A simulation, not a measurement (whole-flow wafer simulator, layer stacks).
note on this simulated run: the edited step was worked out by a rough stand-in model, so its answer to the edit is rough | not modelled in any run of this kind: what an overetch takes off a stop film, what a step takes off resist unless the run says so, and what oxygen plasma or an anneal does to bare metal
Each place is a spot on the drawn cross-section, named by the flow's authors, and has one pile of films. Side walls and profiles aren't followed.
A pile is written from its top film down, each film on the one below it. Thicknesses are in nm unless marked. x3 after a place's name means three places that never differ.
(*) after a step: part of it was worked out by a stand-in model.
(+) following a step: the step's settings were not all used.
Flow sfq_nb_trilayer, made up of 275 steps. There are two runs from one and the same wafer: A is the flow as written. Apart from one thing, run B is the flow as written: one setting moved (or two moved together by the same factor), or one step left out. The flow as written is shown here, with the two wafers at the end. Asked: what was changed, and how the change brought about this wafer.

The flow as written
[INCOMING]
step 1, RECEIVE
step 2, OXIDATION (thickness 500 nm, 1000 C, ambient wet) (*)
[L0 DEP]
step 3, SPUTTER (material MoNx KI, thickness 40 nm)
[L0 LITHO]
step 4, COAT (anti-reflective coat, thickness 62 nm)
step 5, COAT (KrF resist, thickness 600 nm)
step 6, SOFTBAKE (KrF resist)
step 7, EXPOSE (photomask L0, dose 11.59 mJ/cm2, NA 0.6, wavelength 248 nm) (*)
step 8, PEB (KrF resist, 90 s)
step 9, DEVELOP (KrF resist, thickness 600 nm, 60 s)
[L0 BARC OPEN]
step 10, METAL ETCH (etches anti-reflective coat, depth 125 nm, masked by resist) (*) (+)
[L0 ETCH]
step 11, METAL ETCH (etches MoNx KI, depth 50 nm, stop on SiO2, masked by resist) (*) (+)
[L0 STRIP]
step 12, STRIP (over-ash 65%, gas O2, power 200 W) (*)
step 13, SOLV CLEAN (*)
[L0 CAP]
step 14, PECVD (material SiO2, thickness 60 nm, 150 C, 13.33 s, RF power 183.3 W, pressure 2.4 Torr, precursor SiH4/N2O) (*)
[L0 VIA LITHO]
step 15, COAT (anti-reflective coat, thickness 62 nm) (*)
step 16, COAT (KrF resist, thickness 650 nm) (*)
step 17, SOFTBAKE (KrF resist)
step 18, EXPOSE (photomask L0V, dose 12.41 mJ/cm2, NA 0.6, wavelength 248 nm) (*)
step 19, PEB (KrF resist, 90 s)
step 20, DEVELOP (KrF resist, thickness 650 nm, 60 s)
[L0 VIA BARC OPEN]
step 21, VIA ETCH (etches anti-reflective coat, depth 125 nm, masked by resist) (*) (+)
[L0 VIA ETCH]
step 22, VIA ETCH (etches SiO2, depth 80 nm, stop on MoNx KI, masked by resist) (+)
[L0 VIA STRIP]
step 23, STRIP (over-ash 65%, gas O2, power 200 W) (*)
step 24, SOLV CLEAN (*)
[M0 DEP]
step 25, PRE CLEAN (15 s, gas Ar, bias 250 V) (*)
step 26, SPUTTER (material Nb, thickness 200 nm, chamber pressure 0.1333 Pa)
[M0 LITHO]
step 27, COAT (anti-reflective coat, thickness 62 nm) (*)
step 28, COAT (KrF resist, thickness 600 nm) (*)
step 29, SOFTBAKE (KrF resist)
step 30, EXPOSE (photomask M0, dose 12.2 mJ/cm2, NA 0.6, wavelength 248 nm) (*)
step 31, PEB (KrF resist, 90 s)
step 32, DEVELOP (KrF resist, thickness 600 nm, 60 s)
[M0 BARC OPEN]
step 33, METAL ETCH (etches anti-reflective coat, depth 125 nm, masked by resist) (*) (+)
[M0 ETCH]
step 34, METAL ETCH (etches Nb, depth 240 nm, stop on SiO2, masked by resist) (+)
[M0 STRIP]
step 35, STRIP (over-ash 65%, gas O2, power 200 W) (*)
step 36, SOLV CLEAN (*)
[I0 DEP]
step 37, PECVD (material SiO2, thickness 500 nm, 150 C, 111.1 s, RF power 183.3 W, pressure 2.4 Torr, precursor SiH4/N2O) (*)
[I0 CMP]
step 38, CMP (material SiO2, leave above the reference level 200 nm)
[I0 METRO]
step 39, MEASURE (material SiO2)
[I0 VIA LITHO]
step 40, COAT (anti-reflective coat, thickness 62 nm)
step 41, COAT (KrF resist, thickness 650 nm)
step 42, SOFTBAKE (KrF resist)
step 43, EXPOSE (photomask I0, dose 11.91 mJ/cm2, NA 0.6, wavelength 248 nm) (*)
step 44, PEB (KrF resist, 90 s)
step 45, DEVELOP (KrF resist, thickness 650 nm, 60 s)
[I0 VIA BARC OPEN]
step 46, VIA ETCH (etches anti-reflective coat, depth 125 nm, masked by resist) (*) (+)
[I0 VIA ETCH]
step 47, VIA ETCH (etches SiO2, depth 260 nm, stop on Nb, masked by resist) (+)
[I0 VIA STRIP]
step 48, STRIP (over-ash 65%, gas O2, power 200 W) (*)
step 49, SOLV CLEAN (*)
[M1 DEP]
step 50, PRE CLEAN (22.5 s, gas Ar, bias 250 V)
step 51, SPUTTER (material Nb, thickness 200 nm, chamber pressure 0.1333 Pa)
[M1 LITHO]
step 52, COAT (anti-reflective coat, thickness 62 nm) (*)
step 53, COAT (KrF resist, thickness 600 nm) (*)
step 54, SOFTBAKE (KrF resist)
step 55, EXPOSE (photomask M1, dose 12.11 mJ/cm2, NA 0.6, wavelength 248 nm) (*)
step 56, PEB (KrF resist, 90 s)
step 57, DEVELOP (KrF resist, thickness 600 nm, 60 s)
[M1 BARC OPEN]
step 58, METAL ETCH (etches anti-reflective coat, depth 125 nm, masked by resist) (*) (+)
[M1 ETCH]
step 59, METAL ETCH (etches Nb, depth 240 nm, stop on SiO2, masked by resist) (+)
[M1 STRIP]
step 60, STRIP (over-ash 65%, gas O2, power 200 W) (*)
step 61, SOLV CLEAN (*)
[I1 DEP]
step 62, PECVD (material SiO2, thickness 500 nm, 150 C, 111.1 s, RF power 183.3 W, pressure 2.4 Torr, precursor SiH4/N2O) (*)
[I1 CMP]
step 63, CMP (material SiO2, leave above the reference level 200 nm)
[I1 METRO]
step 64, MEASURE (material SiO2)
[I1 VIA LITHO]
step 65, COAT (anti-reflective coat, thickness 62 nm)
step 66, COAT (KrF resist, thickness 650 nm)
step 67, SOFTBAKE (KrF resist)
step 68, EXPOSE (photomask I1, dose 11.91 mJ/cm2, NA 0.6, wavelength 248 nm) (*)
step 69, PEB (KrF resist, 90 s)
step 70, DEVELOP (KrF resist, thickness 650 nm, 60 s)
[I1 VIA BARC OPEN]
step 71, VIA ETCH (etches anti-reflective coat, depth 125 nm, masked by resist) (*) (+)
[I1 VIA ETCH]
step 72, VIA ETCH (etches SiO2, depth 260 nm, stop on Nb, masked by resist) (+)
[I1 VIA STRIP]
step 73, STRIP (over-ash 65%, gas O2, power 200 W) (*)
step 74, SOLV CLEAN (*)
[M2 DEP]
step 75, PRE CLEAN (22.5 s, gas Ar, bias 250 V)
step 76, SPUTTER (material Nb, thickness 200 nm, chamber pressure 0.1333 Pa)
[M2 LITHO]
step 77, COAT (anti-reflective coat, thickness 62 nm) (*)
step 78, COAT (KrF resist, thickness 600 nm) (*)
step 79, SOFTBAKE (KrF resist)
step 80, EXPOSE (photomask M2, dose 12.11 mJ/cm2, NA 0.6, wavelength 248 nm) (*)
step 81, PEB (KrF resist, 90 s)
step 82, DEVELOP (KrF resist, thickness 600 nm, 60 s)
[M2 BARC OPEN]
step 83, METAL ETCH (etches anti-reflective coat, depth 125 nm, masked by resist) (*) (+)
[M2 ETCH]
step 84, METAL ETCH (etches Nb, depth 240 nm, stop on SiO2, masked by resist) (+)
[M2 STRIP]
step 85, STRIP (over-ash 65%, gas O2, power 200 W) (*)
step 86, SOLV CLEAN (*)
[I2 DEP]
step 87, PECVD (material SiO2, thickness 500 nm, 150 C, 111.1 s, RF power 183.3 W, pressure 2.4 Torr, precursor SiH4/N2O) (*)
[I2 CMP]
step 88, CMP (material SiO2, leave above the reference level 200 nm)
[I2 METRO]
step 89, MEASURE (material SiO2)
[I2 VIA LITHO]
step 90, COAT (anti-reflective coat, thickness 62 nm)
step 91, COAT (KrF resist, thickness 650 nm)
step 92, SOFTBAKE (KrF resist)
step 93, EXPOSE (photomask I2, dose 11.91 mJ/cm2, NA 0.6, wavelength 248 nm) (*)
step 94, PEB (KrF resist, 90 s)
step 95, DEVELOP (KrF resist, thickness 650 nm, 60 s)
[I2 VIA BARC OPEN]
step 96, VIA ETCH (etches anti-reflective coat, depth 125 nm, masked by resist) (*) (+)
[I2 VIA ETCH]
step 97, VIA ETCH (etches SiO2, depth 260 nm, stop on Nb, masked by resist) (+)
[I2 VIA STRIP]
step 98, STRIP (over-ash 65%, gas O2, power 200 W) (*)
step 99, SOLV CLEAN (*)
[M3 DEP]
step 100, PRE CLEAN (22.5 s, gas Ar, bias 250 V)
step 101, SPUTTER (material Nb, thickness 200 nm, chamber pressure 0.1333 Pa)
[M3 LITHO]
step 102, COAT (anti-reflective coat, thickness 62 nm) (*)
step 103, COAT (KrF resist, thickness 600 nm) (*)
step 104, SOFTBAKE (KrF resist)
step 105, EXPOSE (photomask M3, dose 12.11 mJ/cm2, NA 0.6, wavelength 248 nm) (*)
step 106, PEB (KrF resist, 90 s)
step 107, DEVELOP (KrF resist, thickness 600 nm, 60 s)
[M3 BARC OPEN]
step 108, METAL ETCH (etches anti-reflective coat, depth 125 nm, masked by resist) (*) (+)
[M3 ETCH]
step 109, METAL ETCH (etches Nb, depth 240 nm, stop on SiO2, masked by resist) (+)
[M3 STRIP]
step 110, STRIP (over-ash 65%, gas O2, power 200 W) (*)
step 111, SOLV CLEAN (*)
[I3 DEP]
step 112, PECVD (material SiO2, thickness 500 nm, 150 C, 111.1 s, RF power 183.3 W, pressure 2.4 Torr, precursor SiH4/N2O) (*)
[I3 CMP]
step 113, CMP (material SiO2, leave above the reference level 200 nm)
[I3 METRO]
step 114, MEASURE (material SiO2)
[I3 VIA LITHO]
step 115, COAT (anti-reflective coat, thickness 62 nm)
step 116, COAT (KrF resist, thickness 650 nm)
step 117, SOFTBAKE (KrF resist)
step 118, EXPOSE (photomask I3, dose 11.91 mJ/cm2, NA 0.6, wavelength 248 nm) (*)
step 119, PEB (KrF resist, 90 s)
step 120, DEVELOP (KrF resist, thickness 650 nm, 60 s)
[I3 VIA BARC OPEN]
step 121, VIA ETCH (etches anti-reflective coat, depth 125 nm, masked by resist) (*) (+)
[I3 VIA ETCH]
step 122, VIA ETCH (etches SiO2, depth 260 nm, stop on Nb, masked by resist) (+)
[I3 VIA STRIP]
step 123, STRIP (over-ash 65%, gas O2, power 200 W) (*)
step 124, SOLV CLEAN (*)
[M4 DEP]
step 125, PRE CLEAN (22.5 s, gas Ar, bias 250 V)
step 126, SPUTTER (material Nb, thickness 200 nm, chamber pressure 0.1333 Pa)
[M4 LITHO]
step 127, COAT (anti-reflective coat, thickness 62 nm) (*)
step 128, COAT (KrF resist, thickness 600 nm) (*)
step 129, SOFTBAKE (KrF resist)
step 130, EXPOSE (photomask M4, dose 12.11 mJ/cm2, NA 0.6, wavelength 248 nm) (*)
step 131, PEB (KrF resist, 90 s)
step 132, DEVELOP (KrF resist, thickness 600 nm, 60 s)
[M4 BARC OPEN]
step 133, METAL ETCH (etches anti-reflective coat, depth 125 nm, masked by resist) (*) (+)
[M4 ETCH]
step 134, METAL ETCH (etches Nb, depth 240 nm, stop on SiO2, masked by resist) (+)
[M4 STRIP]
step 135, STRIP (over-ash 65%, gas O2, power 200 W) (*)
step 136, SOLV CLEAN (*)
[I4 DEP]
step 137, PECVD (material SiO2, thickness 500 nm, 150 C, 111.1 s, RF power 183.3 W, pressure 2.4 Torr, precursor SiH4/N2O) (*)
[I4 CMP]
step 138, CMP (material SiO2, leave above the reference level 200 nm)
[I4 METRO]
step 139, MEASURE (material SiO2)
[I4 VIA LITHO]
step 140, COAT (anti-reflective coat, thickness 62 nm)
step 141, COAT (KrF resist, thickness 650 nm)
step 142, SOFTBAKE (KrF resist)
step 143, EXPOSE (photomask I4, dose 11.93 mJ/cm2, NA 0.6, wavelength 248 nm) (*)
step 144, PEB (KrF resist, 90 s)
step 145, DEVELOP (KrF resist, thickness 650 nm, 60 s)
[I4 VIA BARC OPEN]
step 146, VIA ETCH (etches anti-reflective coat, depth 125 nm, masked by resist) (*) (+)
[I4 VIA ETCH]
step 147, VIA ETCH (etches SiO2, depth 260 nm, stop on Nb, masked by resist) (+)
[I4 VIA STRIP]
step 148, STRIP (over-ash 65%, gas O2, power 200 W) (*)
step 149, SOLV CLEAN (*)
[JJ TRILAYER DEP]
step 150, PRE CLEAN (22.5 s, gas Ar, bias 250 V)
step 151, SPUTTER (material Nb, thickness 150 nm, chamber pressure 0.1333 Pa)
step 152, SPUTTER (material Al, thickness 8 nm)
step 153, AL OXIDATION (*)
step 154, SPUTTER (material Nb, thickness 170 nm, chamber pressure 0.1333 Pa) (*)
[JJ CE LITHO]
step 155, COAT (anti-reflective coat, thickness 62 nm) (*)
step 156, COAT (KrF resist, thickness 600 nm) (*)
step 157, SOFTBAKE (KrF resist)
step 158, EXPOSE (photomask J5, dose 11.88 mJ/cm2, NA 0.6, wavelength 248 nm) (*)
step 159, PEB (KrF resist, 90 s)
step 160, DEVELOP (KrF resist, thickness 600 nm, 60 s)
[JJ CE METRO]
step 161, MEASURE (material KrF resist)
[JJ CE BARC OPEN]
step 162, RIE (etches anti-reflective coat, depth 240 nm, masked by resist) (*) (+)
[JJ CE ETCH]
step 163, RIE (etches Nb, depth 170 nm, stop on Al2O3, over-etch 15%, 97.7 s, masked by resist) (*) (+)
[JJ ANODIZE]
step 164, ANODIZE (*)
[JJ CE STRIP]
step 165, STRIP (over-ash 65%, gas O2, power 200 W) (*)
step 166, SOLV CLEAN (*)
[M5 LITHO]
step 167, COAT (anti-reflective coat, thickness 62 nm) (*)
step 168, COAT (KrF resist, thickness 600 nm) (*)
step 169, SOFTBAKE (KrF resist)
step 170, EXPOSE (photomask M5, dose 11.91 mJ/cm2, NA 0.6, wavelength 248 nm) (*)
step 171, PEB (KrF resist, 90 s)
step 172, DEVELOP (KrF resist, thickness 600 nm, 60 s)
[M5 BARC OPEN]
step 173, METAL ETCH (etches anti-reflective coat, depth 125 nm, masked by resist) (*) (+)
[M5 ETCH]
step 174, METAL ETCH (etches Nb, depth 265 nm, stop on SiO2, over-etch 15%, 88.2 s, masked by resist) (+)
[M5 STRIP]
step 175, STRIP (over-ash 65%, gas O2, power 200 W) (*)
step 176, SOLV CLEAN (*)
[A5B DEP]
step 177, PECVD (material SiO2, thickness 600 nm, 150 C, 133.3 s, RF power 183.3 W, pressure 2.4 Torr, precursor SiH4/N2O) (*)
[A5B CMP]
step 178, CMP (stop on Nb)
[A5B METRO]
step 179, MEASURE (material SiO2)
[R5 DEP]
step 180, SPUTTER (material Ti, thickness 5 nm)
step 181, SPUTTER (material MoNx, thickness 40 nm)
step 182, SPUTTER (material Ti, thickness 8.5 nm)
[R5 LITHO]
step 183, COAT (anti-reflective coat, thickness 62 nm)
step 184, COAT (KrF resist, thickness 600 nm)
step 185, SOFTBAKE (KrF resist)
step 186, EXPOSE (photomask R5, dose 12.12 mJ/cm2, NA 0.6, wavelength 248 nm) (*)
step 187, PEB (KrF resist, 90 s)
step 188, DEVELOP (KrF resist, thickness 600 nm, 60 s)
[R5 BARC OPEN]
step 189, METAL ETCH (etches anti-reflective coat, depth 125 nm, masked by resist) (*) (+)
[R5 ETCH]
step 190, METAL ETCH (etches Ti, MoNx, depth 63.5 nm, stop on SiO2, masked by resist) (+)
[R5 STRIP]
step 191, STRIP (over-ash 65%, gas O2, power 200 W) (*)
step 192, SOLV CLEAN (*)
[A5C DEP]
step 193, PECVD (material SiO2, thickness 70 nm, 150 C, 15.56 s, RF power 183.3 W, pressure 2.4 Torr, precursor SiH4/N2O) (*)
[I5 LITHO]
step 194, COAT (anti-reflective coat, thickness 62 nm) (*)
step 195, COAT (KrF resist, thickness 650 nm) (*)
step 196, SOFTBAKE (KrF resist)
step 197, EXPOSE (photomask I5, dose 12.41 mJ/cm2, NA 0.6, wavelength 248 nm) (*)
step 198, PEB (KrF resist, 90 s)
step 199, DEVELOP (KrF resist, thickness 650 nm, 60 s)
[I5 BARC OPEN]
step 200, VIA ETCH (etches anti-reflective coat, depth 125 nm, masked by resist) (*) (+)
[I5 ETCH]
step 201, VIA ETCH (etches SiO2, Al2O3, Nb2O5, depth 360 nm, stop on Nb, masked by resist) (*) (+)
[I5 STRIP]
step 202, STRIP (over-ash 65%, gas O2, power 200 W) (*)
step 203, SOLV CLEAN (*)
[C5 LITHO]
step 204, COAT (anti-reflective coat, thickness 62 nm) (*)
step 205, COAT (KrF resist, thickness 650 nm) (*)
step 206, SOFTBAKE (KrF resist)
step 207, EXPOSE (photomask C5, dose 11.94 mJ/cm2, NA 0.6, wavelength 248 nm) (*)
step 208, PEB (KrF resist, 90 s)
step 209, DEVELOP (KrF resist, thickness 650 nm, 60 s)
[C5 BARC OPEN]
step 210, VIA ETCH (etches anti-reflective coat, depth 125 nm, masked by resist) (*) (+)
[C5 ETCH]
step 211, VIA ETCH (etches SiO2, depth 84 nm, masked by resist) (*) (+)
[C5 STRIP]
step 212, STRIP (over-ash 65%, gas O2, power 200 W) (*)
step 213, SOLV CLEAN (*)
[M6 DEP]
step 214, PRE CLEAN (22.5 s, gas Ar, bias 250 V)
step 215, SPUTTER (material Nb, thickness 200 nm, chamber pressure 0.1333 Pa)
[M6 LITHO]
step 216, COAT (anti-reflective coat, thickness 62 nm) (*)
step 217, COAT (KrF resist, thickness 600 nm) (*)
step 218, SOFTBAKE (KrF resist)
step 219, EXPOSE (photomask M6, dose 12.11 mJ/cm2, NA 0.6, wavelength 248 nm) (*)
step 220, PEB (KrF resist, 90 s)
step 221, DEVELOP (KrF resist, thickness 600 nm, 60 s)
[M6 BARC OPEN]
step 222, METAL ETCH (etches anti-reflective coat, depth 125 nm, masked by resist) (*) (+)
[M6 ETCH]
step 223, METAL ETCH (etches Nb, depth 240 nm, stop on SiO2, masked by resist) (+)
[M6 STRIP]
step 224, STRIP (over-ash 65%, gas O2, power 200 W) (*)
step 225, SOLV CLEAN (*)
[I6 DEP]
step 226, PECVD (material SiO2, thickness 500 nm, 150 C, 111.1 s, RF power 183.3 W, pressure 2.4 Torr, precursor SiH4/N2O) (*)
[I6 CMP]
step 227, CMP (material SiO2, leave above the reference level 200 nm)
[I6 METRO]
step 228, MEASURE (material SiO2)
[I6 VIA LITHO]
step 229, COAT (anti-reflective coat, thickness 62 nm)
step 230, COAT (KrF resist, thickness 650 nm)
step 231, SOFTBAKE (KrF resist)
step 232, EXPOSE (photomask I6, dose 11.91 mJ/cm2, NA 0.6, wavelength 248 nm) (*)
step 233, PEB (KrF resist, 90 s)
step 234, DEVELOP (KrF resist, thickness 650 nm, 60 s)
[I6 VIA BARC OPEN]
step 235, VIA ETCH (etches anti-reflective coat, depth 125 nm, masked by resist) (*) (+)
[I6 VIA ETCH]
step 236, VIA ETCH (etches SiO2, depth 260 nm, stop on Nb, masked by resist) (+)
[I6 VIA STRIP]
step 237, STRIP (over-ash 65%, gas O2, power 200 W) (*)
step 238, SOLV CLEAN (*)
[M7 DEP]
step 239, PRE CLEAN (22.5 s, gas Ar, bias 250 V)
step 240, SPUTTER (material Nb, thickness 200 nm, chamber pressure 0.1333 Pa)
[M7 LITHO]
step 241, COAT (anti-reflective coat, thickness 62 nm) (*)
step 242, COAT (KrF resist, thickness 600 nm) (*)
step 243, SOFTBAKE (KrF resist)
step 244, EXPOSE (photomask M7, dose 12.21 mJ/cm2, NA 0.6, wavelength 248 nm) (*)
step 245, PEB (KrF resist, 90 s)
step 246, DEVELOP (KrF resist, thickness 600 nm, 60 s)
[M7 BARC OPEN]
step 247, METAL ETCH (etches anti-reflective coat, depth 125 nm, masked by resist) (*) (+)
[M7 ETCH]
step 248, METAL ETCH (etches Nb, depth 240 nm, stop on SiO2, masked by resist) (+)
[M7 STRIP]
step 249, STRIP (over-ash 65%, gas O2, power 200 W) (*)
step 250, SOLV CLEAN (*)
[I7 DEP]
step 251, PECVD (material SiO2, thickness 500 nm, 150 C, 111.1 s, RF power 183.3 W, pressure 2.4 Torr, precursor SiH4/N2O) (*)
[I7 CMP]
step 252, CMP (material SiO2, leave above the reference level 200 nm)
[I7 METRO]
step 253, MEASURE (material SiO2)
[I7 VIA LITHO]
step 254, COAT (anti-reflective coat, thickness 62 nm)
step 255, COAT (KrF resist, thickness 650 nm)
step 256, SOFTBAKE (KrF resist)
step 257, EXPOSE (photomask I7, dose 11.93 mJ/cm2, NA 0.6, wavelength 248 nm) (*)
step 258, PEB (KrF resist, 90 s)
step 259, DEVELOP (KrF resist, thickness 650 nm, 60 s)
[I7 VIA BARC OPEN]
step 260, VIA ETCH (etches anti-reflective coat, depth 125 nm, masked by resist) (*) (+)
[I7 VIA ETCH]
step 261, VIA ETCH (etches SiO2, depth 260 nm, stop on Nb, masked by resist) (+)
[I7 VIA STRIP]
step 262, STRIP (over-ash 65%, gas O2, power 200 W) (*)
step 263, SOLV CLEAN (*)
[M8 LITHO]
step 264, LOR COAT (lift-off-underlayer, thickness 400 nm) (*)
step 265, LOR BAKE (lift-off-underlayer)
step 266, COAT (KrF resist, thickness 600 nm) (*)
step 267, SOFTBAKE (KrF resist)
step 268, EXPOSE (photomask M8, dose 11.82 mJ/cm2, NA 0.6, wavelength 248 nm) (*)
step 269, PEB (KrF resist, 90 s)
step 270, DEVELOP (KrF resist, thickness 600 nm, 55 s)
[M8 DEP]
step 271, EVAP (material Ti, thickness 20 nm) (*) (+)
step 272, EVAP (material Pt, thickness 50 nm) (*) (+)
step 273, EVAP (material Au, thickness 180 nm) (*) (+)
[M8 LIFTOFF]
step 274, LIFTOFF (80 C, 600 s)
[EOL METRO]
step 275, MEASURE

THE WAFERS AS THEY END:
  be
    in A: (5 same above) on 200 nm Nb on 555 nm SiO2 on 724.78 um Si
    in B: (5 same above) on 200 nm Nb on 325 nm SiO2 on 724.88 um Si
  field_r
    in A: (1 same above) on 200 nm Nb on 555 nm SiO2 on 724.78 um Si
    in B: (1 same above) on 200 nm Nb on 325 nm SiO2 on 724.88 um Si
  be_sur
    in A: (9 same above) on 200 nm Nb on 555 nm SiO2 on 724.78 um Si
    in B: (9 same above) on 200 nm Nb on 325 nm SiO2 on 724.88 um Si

What caused this: step 2, OXIDATION: thickness 270 nm was run, while the flow as written has thickness 500 nm.

Step by step, how the change led to this:
  step 2, OXIDATION (thickness 500 nm, 1000 C, ambient wet) (*)
      field_l, v_sur, via_wl and 103 more: A SiO2 gains 500 (new film), chemical SiO2 loses 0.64 (all of it), Si loses 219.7 | B SiO2 gains 270 (new film), chemical SiO2 loses 0.64 (all of it), Si loses 118.5
